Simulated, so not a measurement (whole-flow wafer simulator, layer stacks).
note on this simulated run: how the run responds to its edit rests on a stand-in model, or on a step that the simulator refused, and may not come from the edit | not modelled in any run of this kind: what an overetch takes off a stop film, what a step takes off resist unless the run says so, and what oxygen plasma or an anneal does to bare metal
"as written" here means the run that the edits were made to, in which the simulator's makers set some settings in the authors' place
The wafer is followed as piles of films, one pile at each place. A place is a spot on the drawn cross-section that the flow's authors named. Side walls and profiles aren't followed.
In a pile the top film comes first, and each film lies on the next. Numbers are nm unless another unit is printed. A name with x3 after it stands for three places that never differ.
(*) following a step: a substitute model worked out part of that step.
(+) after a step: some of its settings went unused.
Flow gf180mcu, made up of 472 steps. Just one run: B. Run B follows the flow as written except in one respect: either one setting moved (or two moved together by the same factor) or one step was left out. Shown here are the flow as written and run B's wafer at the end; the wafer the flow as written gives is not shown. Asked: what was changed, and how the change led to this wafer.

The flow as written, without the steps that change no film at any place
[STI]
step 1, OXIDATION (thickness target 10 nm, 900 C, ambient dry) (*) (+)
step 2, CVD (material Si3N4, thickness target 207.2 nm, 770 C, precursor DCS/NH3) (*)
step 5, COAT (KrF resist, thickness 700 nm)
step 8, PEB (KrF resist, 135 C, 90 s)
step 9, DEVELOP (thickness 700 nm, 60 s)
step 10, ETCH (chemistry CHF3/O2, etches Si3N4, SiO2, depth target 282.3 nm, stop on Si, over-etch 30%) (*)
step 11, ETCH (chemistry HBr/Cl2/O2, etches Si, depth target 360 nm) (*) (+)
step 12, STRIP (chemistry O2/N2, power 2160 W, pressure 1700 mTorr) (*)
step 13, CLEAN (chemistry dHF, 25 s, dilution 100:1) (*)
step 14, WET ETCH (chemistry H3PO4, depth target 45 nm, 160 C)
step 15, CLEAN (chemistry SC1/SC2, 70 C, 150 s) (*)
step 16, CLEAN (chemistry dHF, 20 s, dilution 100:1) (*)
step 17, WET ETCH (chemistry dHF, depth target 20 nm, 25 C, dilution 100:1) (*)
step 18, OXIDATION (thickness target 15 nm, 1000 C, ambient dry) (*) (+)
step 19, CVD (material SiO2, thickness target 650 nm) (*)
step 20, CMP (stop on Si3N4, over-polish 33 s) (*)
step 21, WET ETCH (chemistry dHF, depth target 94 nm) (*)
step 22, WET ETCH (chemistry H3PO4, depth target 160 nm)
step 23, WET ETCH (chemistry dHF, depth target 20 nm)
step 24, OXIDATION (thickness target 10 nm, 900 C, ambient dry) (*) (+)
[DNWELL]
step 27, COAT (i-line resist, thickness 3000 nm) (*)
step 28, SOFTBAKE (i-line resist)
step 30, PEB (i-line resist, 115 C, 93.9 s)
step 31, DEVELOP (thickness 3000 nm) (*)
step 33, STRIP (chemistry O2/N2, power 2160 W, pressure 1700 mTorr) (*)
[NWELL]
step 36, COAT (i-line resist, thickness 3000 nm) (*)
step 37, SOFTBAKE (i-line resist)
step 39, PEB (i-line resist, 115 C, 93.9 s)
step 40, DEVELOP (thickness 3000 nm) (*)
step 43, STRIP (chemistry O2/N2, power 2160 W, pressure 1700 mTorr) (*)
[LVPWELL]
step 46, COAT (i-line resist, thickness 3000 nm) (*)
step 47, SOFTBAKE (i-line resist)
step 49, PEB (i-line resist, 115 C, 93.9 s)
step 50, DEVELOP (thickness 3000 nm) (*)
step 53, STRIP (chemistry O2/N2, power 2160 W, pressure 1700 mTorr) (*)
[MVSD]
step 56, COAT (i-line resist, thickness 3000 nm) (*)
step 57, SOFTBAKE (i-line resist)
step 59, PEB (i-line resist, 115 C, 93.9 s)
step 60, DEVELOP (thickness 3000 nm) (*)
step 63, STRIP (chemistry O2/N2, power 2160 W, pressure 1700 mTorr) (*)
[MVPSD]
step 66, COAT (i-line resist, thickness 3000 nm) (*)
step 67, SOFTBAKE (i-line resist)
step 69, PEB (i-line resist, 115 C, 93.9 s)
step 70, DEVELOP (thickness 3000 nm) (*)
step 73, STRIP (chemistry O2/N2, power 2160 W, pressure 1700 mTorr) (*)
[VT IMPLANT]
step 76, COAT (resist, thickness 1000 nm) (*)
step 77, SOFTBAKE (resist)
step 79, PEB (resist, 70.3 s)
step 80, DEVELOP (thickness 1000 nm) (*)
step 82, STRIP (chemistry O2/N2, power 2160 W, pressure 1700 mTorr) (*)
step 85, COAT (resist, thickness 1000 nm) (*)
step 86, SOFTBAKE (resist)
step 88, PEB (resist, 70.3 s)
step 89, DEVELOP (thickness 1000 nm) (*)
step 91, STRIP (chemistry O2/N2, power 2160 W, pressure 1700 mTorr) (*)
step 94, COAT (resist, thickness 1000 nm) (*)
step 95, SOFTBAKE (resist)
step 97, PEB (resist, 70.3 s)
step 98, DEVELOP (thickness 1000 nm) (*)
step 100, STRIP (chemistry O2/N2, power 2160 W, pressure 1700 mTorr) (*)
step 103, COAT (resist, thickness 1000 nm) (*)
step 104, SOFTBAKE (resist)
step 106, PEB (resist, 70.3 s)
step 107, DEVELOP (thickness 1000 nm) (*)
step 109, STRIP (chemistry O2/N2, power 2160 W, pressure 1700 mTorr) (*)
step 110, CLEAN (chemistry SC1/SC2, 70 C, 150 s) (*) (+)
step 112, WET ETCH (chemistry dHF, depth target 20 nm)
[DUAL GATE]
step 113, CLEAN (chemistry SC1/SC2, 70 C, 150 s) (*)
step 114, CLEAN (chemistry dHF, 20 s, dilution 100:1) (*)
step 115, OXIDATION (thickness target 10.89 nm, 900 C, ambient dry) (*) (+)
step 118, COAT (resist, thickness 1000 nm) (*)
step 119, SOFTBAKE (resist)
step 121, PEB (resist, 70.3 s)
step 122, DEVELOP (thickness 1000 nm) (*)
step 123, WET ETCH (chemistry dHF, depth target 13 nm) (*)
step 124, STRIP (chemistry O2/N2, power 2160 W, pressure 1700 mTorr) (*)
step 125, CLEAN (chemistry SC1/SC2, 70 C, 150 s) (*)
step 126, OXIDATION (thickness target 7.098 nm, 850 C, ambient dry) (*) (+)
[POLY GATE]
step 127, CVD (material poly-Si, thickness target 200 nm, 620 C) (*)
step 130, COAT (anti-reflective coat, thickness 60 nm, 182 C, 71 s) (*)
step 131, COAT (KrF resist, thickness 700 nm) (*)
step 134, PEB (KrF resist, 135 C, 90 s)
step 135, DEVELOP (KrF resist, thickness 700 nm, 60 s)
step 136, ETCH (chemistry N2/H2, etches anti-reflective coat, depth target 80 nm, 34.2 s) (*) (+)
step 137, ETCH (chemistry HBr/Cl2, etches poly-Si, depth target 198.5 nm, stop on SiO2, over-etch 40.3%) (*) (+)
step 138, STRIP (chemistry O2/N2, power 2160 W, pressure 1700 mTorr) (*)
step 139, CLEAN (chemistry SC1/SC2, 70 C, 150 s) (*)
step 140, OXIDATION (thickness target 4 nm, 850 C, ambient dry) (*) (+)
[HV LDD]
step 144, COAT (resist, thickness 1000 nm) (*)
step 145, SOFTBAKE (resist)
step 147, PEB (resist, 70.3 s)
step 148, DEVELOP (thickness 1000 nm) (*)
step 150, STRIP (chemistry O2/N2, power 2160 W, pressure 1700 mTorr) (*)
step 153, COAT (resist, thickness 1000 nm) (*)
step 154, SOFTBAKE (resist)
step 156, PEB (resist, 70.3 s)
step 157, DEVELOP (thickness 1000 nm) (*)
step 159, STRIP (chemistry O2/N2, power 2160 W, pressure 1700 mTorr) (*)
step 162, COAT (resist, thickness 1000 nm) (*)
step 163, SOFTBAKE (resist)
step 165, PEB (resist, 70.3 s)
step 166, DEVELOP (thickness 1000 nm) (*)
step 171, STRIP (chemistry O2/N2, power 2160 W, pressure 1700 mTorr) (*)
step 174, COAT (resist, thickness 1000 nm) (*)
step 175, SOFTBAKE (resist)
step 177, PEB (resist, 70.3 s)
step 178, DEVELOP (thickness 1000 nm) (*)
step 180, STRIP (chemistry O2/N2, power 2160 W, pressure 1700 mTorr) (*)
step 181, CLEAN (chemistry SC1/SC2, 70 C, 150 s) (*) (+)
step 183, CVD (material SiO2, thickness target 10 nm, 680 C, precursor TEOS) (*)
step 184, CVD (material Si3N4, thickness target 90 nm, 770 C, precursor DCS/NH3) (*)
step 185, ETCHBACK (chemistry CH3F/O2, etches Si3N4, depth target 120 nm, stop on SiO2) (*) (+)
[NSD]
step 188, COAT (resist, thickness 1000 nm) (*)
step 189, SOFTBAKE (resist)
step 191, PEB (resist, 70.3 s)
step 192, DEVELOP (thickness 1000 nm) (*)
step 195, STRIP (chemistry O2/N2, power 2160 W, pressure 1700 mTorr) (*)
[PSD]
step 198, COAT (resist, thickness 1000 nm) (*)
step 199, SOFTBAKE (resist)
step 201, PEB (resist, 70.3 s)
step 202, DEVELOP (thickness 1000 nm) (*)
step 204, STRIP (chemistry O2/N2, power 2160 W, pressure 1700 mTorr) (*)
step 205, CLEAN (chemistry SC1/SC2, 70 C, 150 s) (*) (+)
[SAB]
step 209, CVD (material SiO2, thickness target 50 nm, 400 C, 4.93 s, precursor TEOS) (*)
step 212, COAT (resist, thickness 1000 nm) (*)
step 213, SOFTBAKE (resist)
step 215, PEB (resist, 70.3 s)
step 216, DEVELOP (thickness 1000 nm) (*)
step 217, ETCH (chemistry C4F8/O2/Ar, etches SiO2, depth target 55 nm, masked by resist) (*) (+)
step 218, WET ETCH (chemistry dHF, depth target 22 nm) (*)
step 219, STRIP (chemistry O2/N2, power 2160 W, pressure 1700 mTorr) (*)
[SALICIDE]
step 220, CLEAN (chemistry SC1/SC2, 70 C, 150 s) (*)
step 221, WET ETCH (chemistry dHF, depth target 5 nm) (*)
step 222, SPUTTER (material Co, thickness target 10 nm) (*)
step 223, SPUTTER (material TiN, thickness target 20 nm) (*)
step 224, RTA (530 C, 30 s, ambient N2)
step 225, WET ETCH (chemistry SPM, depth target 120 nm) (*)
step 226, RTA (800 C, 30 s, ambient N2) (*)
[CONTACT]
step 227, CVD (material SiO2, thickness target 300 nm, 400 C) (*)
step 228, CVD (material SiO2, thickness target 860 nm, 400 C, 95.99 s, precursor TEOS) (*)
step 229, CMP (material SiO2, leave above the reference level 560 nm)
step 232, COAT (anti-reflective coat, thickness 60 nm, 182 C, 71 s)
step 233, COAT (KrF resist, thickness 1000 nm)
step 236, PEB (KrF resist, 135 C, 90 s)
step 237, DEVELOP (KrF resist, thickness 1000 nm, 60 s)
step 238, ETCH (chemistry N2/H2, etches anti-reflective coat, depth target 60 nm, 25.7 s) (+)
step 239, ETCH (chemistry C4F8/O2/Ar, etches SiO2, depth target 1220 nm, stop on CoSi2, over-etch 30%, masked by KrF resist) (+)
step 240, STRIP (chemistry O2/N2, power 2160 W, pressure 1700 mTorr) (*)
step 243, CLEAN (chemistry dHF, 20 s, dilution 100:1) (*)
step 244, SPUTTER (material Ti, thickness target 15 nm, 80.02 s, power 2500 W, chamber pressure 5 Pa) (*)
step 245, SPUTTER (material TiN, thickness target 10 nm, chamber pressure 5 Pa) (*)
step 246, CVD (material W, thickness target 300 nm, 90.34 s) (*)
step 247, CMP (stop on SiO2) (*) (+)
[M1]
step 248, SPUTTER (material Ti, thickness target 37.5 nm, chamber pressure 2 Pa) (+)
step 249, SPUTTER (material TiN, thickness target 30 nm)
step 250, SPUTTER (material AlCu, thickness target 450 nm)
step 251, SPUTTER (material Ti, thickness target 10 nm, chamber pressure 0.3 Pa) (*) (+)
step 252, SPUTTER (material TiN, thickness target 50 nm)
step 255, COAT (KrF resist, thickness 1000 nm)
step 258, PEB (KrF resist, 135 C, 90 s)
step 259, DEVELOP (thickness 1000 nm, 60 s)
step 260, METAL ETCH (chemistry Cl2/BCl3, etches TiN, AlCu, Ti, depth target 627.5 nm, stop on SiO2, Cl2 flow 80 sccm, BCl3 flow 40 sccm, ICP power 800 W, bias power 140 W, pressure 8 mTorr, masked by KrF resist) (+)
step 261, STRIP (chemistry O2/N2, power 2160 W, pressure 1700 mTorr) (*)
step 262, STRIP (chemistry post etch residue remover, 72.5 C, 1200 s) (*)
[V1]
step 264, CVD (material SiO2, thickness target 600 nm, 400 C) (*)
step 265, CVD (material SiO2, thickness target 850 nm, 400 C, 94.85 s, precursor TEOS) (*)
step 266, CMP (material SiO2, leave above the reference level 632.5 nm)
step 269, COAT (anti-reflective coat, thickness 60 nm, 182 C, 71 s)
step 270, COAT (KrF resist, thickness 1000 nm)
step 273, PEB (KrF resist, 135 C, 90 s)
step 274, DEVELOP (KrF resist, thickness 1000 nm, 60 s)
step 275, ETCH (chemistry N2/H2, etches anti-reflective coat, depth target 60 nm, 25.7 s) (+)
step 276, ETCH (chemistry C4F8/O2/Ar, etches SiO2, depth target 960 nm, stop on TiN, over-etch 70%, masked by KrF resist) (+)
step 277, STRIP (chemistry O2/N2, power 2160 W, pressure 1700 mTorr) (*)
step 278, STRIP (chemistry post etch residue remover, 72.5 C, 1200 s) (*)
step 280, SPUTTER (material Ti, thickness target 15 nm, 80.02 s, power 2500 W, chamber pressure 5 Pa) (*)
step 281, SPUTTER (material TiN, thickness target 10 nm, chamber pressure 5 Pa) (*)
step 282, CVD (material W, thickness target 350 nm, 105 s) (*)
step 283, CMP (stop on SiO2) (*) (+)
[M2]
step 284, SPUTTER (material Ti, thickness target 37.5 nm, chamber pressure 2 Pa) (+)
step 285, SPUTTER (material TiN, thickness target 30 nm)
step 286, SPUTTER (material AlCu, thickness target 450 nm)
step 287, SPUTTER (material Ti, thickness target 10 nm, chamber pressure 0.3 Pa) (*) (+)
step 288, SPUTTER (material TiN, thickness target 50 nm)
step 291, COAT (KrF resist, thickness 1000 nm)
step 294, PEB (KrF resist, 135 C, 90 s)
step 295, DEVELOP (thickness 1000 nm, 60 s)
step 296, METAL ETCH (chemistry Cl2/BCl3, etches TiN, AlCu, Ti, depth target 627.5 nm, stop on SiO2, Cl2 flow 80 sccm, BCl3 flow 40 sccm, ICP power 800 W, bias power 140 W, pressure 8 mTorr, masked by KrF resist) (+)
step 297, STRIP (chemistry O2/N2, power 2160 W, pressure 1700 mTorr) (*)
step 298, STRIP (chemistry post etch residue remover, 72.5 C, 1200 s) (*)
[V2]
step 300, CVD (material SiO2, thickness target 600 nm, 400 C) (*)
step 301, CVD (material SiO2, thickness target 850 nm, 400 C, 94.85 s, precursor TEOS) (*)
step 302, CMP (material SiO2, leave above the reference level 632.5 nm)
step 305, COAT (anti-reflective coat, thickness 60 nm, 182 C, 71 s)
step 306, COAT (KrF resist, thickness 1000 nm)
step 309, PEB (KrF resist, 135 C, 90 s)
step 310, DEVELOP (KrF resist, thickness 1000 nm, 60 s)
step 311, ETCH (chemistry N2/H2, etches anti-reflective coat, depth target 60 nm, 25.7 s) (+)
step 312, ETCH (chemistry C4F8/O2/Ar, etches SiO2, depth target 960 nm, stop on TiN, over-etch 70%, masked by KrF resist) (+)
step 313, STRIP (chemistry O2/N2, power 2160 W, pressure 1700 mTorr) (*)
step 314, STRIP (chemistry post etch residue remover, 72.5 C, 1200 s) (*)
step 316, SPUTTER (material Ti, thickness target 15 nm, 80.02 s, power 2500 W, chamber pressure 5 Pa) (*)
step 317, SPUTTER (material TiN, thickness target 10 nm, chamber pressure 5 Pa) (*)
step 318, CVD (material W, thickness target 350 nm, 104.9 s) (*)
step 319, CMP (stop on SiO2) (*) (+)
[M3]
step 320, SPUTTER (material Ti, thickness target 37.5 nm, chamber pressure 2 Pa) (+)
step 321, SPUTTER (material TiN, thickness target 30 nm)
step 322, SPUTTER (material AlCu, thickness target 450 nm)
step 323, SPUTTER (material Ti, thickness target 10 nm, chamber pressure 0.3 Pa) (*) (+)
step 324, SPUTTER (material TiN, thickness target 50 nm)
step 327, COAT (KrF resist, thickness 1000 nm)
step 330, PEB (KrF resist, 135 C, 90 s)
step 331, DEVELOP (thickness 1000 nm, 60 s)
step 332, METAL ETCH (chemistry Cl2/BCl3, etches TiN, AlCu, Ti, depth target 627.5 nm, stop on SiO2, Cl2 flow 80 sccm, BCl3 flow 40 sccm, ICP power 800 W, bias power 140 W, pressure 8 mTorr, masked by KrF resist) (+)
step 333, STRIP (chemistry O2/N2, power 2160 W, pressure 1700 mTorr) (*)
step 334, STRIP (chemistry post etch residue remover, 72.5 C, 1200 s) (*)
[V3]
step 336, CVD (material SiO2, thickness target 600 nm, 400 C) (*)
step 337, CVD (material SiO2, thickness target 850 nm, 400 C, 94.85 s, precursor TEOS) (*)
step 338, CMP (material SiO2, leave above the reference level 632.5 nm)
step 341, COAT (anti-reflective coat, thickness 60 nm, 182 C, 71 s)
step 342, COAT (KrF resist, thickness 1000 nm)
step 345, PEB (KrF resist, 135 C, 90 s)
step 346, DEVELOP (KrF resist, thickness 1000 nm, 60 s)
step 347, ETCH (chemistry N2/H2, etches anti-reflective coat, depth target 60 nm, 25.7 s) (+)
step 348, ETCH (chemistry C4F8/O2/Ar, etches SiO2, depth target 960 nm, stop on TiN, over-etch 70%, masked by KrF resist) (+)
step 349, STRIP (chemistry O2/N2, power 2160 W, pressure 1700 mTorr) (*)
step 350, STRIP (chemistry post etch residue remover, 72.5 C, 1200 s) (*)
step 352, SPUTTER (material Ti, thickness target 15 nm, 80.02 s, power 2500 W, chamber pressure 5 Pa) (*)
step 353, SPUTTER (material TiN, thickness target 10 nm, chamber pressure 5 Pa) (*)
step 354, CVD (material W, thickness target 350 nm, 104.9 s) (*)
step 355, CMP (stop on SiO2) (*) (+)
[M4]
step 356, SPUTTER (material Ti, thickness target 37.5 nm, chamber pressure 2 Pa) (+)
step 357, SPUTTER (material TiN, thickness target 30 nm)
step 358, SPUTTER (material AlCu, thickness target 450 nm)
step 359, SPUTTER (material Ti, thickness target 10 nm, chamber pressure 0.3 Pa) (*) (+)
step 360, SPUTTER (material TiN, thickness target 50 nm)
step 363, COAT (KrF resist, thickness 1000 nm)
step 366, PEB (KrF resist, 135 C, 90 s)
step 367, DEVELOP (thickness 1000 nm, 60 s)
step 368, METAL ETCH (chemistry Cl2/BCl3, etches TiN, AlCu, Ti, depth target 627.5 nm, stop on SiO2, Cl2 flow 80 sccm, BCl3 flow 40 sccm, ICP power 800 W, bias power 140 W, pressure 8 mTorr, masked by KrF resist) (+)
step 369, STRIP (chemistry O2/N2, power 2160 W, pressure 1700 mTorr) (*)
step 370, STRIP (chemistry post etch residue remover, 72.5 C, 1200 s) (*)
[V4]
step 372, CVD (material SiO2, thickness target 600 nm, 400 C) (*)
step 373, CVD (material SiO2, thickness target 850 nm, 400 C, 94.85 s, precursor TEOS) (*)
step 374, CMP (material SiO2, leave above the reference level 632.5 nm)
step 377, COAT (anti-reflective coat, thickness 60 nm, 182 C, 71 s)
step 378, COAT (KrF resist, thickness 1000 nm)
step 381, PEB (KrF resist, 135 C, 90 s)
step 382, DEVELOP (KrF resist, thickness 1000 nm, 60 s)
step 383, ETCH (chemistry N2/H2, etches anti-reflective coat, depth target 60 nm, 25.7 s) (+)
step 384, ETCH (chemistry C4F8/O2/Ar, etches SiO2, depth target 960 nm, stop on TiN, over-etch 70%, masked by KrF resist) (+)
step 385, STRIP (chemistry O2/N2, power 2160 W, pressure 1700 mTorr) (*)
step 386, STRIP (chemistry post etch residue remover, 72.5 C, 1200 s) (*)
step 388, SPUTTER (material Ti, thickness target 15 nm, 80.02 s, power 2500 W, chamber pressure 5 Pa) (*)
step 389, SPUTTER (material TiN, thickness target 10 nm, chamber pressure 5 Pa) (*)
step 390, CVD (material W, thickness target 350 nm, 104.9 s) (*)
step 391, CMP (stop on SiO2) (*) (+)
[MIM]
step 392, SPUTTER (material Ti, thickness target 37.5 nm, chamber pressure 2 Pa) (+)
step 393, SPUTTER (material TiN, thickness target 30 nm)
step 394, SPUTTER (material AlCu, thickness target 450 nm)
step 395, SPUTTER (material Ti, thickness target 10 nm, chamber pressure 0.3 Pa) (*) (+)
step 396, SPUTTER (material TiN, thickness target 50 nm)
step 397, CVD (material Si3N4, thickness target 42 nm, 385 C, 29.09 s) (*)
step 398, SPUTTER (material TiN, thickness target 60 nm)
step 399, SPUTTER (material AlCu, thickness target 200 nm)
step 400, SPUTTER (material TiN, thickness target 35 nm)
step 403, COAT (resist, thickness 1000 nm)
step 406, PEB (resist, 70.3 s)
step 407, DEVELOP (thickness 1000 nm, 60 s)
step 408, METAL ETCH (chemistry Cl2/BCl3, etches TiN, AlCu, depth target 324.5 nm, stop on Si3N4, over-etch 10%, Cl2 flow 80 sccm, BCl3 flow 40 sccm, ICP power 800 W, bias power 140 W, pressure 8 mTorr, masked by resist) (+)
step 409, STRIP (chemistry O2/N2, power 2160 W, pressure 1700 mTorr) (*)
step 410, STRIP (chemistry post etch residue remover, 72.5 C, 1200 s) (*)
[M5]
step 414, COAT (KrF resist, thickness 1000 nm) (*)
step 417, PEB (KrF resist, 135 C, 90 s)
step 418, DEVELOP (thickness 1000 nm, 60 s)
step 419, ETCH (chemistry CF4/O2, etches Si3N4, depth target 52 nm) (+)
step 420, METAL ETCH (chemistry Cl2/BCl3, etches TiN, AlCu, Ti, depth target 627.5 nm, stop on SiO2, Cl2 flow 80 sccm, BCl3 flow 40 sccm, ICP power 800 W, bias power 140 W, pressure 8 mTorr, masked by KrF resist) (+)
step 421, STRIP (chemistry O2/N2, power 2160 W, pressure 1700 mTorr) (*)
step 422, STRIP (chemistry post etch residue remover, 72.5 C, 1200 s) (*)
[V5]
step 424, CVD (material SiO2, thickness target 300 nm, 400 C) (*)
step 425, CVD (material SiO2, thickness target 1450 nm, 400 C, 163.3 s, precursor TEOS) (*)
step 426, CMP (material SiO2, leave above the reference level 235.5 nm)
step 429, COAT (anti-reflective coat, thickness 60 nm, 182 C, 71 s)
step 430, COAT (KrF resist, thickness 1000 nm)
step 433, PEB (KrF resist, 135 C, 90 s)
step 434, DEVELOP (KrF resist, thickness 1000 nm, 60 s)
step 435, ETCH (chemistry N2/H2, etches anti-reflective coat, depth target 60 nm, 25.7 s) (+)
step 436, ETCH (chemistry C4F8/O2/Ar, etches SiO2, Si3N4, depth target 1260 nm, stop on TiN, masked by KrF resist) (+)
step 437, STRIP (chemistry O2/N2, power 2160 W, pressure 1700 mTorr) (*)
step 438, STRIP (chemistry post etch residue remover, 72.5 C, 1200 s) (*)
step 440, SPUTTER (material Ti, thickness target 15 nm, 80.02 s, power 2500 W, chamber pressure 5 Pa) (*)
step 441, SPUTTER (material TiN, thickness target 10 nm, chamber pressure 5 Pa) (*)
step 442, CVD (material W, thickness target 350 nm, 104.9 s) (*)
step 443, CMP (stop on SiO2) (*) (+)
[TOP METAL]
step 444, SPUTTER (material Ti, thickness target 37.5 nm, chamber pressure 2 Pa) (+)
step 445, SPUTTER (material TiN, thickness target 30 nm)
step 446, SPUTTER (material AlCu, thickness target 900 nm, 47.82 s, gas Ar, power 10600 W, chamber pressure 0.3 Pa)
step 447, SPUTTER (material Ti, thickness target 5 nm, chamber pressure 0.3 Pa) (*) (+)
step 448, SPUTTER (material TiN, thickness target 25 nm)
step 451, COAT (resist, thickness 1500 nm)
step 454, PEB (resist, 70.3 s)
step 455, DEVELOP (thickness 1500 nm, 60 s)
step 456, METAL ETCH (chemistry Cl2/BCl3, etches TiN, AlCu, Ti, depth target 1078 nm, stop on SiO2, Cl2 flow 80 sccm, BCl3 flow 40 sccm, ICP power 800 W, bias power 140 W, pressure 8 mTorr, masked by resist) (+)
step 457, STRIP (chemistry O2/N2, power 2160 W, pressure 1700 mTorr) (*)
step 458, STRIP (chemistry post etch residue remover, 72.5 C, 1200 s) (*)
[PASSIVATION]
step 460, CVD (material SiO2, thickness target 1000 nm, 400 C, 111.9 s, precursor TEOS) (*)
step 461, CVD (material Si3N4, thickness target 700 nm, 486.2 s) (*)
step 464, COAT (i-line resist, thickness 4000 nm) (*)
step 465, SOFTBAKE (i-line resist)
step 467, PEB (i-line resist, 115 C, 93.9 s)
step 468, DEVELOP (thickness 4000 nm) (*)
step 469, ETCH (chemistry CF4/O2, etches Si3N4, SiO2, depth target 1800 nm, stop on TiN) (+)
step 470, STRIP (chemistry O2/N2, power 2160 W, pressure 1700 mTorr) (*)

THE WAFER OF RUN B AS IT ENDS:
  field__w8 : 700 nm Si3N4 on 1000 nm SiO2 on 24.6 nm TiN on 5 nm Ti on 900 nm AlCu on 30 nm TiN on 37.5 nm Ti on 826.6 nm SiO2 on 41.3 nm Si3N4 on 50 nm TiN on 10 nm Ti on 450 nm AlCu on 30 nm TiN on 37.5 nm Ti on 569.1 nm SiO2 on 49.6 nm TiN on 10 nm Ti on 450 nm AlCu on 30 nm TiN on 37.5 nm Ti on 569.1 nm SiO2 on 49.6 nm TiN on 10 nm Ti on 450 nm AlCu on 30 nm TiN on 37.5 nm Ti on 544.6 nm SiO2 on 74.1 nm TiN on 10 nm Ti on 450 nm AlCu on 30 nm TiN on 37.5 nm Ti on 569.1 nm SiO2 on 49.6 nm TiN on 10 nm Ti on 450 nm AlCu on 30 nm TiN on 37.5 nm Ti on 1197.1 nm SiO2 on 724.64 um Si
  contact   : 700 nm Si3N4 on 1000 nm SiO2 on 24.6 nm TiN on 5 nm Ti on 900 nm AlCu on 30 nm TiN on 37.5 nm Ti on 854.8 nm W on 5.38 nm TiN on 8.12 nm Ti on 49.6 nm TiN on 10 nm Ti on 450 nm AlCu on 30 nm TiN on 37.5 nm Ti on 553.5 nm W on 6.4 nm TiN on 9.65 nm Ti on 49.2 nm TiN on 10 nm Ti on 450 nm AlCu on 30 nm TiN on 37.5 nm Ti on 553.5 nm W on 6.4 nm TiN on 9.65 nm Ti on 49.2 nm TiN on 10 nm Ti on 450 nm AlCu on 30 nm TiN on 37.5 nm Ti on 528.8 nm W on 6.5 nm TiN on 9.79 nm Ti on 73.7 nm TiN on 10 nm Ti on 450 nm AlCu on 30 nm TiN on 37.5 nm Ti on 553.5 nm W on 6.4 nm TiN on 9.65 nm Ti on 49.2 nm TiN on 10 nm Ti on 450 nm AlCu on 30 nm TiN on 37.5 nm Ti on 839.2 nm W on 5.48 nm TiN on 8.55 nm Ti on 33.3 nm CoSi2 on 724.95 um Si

Cause: step 288, SPUTTER: thickness target 74.5 nm was run, whereas the flow has thickness target 50 nm.

Step by step, how the change led to this:
  step 288, SPUTTER (material TiN, thickness target 50 nm)
      field, field__w1, field__w2 and 108 more: +74.5 TiN (new film) (in the flow as written it would be: +50 TiN (new film))
  step 296, METAL ETCH (chemistry Cl2/BCl3, etches TiN, AlCu, Ti, depth target 627.5 nm, stop on SiO2, Cl2 flow 80 sccm, BCl3 flow 40 sccm, ICP power 800 W, bias power 140 W, pressure 8 mTorr, masked by KrF resist) (+)
      field, field__w1, field__w2 and 103 more: -74.5 TiN (all of it), -10 Ti (all of it), -450 AlCu (all of it), -30 TiN (all of it), -37.5 Ti (all of it) (in the flow as written it would be: -50 TiN (all of it), -10 Ti (all of it), -450 AlCu (all of it), -30 TiN (all of it), -37.5 Ti (all of it))
  step 302, CMP (material SiO2, leave above the reference level 632.5 nm)
      field__w8, contact, m1, m1__w1, m1_nw: -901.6 SiO2 (in the flow as written it would be: -877.1 SiO2)
  step 312, ETCH (chemistry C4F8/O2/Ar, etches SiO2, depth target 960 nm, stop on TiN, over-etch 70%, masked by KrF resist) (+)
      field, field__w1, field__w2 and 107 more: -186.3 KrF resist (in the flow as written it would be: -192 KrF resist)
      contact: -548 SiO2 (all of it) (in the flow as written it would be: -572.5 SiO2 (all of it))
  step 318, CVD (material W, thickness target 350 nm, 104.9 s) (*)
      contact: +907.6 W (new film) (in the flow as written it would be: +932.3 W (new film))
